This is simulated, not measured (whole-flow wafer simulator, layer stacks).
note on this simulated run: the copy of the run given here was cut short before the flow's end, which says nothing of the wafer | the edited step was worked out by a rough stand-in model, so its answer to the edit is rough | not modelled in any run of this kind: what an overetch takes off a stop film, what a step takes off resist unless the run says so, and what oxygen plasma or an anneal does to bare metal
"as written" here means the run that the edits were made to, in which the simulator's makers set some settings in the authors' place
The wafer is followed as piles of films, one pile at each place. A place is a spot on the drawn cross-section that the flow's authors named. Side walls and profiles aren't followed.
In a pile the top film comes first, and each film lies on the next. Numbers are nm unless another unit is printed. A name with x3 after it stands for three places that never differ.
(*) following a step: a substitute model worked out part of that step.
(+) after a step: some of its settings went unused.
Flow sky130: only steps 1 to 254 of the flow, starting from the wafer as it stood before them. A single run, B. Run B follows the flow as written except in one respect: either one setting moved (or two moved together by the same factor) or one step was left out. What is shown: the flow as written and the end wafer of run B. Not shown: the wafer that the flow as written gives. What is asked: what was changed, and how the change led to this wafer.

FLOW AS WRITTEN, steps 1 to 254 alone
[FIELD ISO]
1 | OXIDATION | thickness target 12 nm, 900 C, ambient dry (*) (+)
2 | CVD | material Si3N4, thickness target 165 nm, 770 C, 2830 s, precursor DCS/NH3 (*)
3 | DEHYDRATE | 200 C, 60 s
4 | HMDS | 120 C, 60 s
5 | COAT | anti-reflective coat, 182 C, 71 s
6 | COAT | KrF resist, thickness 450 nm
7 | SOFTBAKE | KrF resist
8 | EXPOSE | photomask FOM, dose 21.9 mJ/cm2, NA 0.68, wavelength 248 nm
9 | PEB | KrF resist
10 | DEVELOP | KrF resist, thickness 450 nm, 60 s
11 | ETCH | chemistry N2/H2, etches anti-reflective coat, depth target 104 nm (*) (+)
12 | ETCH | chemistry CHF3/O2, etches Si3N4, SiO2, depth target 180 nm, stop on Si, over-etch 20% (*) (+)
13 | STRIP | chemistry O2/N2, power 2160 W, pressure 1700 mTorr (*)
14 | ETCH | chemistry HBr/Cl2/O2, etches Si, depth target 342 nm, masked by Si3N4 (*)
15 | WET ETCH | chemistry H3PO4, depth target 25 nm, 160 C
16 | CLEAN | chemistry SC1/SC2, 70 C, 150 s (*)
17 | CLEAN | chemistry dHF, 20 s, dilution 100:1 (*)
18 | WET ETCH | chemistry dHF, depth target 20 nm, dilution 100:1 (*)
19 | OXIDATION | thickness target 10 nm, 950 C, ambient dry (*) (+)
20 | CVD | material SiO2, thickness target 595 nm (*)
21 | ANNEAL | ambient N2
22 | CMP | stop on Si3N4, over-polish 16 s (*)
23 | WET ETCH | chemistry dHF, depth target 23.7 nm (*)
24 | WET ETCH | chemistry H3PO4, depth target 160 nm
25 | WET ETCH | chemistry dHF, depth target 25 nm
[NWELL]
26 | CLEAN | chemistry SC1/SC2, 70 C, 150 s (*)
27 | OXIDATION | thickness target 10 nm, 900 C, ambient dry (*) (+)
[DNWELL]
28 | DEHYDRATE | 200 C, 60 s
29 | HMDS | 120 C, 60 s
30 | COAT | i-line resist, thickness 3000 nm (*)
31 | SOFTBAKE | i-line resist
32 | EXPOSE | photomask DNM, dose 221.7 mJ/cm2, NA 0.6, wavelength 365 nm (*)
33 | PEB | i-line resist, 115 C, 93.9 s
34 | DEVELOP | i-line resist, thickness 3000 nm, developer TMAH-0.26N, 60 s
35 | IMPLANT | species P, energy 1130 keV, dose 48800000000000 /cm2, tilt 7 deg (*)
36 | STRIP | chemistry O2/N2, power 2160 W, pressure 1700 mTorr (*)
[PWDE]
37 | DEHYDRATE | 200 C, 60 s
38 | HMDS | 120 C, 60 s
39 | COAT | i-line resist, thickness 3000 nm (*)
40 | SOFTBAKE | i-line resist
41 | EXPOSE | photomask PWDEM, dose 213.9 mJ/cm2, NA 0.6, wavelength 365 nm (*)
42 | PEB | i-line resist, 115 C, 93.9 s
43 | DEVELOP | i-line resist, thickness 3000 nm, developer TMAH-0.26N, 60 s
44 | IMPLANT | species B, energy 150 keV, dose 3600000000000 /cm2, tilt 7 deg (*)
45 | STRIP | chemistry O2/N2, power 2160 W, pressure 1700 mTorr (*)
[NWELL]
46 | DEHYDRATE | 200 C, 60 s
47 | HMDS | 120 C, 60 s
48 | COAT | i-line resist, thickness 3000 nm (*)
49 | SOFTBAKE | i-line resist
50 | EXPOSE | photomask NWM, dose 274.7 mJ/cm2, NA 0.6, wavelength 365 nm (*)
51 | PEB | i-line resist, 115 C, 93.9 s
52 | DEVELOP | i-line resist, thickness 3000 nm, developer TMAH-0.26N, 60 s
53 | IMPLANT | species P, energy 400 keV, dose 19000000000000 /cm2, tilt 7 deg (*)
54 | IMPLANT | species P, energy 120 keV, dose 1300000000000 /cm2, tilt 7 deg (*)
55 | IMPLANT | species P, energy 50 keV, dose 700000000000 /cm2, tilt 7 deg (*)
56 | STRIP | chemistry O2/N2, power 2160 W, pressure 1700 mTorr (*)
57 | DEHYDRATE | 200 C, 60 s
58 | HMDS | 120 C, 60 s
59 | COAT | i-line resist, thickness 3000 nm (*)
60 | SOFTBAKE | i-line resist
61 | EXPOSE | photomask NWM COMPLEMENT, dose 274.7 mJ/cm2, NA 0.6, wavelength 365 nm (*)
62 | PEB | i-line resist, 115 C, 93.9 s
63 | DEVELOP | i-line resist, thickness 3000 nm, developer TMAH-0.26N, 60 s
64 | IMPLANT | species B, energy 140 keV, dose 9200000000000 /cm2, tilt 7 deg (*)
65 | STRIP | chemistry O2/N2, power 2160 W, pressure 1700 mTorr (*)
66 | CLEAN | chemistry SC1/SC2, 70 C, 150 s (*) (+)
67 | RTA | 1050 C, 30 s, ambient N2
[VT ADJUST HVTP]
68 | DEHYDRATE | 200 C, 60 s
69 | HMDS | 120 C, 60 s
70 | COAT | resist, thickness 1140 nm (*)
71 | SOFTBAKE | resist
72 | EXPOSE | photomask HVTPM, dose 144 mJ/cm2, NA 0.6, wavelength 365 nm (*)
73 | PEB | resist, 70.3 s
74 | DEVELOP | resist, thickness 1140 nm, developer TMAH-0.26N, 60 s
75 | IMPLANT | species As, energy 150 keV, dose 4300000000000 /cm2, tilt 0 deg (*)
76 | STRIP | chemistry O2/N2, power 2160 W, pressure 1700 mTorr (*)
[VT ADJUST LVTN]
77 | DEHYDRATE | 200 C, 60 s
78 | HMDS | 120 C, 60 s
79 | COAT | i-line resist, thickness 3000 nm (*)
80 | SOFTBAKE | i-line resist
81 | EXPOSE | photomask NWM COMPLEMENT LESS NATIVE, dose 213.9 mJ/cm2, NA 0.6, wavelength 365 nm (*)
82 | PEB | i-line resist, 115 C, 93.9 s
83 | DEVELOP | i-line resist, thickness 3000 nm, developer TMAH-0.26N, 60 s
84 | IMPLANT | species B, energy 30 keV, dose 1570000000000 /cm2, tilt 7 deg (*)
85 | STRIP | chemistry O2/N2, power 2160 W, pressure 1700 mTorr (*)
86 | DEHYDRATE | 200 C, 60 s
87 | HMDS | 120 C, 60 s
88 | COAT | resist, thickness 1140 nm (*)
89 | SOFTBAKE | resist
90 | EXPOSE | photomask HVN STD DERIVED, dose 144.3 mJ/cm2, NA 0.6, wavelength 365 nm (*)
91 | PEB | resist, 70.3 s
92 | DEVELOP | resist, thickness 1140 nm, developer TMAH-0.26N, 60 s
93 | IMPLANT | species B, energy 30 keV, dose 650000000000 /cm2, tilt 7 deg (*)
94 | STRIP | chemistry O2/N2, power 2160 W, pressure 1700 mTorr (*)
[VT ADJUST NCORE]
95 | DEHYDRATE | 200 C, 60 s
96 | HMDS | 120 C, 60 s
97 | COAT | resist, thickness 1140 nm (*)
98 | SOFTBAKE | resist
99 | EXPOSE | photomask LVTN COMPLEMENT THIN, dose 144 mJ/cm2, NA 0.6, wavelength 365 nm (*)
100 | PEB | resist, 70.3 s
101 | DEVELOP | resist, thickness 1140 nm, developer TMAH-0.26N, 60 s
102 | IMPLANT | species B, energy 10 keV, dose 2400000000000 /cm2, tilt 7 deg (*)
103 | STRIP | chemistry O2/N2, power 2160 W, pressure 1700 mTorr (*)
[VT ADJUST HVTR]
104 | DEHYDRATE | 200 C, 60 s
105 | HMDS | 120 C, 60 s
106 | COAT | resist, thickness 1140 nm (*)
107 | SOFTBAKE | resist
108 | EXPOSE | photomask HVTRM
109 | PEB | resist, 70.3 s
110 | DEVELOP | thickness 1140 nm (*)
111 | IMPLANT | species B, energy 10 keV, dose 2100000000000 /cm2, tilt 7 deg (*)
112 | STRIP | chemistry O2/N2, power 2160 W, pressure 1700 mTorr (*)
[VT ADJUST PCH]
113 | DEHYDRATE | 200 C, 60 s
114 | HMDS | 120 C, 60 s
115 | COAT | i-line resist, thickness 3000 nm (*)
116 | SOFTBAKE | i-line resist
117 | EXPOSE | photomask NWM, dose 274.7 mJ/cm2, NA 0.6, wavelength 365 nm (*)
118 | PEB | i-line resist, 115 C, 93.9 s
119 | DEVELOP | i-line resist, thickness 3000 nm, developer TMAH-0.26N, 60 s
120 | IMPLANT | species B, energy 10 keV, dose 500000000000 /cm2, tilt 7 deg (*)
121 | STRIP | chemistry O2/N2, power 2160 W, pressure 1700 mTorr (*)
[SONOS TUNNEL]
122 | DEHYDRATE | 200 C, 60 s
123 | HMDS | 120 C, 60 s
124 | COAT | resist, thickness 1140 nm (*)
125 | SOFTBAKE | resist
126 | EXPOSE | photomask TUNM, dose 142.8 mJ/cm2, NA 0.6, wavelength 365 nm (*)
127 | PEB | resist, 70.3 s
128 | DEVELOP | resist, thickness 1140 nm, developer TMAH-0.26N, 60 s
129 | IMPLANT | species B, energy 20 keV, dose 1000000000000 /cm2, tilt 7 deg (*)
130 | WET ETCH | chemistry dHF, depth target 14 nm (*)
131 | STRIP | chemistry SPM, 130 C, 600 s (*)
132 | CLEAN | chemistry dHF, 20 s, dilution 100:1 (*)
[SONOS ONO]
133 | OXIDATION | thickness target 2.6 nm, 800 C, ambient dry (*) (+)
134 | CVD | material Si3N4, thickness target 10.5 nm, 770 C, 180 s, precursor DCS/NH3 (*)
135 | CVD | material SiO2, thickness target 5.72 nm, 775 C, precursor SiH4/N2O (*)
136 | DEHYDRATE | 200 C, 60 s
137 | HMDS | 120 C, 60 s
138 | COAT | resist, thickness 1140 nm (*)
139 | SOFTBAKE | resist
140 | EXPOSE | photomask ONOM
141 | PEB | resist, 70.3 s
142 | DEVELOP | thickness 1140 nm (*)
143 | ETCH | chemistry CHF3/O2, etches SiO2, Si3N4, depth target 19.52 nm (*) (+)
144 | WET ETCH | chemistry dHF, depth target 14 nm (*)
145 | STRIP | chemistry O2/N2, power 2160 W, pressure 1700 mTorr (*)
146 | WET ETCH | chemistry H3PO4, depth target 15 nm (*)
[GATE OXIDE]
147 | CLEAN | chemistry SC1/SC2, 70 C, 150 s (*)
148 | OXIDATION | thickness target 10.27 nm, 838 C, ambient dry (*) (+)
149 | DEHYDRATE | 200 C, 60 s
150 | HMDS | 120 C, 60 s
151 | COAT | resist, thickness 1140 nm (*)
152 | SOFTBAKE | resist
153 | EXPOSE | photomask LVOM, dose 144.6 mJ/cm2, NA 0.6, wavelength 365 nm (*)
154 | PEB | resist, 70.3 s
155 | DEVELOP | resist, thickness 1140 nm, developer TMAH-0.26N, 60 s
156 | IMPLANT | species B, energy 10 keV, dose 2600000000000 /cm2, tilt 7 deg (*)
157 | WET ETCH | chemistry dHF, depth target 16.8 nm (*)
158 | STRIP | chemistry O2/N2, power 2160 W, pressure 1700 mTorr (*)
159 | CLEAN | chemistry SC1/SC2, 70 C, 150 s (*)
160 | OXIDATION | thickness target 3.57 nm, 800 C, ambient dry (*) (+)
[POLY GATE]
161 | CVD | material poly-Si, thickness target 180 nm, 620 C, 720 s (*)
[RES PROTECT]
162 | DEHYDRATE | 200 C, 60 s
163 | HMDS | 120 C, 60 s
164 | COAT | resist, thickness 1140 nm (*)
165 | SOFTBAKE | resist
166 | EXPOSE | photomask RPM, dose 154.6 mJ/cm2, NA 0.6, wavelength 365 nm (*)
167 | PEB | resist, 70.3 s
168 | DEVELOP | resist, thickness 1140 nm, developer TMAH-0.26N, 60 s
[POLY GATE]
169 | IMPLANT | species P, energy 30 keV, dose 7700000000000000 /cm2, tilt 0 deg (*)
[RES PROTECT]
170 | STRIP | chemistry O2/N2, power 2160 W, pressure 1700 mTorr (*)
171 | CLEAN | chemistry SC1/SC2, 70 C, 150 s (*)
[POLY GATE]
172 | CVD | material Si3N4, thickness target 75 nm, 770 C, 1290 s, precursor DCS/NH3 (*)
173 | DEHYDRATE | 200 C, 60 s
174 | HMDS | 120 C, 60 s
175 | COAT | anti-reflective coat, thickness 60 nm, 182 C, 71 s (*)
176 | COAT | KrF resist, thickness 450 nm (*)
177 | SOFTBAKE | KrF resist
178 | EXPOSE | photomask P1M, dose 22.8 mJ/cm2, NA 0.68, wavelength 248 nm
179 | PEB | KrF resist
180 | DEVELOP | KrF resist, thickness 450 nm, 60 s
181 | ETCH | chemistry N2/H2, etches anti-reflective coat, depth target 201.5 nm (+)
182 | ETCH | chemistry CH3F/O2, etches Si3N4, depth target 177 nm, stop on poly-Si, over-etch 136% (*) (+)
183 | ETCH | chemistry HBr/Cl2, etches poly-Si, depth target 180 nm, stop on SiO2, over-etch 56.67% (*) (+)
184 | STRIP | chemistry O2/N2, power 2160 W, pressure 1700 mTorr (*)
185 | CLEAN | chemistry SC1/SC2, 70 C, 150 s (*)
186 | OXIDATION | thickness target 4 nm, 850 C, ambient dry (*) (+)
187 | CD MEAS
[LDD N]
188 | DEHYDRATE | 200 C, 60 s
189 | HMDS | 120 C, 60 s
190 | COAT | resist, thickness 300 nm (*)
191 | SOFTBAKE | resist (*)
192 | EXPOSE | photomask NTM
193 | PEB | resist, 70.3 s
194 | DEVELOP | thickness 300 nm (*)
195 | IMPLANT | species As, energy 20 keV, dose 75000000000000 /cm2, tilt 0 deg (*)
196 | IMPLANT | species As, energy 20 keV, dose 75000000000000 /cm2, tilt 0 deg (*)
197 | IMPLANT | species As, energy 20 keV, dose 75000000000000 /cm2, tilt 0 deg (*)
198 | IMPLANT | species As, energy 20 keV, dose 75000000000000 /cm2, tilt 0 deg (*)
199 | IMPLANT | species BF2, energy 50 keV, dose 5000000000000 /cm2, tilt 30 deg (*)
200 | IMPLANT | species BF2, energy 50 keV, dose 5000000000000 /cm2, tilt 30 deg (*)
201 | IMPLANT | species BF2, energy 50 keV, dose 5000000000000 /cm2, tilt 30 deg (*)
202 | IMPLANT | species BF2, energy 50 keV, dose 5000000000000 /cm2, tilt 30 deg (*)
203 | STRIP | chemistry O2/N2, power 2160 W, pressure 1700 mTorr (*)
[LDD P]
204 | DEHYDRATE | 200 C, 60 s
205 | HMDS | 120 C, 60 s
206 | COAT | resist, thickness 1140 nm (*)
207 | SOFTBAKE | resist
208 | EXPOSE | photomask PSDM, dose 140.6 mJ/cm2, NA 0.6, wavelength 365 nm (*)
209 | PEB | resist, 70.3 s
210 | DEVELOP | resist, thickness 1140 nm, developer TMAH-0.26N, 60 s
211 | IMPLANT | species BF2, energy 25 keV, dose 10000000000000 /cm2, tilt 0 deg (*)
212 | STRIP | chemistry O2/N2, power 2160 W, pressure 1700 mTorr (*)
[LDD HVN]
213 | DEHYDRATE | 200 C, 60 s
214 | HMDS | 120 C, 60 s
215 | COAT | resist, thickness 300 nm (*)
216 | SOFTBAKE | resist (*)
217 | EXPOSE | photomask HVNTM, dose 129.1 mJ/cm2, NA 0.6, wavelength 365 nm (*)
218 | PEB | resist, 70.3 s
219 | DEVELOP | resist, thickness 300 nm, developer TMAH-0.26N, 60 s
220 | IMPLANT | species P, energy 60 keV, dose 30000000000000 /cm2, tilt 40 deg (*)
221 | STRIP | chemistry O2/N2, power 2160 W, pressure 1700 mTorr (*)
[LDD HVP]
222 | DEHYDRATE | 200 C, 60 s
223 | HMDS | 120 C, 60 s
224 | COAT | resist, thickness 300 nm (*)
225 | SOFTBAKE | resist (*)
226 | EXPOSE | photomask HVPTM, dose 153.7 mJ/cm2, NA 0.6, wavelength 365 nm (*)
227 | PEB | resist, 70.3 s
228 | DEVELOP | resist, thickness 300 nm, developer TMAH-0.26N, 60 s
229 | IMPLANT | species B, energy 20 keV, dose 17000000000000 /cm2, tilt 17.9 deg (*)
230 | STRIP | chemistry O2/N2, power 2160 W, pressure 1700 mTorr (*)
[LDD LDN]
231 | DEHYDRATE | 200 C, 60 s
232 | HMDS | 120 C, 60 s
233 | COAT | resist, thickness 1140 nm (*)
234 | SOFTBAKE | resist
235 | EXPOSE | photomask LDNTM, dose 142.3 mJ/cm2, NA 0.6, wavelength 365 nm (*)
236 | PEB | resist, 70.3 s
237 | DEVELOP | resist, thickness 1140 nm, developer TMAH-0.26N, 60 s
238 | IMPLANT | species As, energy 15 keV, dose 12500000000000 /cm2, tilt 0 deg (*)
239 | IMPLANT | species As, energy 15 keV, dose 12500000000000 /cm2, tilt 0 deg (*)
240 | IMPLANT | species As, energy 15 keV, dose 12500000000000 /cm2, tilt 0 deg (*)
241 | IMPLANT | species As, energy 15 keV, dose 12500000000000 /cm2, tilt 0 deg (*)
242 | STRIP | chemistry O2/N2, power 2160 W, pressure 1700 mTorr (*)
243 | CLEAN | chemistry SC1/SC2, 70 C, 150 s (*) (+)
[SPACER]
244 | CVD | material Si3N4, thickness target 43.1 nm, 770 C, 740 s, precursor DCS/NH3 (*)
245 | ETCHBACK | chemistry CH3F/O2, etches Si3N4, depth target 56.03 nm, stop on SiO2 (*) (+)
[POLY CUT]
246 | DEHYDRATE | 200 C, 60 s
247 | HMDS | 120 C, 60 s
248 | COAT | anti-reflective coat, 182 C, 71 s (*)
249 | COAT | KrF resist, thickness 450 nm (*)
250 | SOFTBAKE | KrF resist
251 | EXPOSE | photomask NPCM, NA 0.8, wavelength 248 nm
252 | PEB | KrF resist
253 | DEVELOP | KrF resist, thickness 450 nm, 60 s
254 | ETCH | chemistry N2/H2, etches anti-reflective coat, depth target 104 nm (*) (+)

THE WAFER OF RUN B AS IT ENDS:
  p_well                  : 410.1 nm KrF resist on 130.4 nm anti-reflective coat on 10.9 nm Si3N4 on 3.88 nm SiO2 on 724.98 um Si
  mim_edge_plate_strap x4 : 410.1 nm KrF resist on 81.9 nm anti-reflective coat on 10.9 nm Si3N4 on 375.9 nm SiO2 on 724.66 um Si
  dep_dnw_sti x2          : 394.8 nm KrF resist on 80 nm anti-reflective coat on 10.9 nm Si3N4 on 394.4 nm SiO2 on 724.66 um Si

Cause: step 245, ETCHBACK: depth target 32.22 nm was run, though the flow has depth target 56.03 nm.

How this came from the change, step by step:
  245 | ETCHBACK | chemistry CH3F/O2, etches Si3N4, depth target 56.03 nm, stop on SiO2 (*) (+)
      field, active, p_well and 101 more: Si3N4 loses 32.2 (as written it would have been: Si3N4 loses 43.1 (all of it), SiO2 loses 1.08)
      n_well, gate, gate_hv and 74 more: Si3N4 loses 32.2 (as written it would have been: Si3N4 loses 56)
  248 | COAT | anti-reflective coat, 182 C, 71 s (*)
      mim_edge_plate_strap x4: anti-reflective coat gains 81.9 (new film) (as written it would have been: anti-reflective coat gains 83.6 (new film))
      poly_licon, rpo_hd_licon: anti-reflective coat gains 72.3 (new film) (as written it would have been: anti-reflective coat gains 74 (new film))
      (as well as at 87 more places)
  249 | COAT | KrF resist, thickness 450 nm (*)
      poly_licon, rpo_hd_licon: KrF resist gains 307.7 (new film) (as written it would have been: KrF resist gains 318.2 (new film))
      n_well: KrF resist gains 338.2 (new film) (as written it would have been: KrF resist gains 358.7 (new film))
      (as well as at 39 more places)
  253 | DEVELOP | KrF resist, thickness 450 nm, 60 s
      poly_licon, rpo_hd_licon: KrF resist loses 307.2 (all of it) (as written it would have been: KrF resist loses 317.7 (all of it))
      rpo_hd: KrF resist loses 322.4 (all of it) (as written it would have been: KrF resist loses 334.5 (all of it))
      (as well as at 2 more places)
  254 | ETCH | chemistry N2/H2, etches anti-reflective coat, depth target 104 nm (*) (+)
      field, active, n_well and 180 more: KrF resist loses 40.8 (as written it would have been: KrF resist loses 41.7)
      poly_licon, rpo_hd_licon: anti-reflective coat loses 72.3 (all of it) (as written it would have been: anti-reflective coat loses 74 (all of it))
      (as well as at 2 more places)
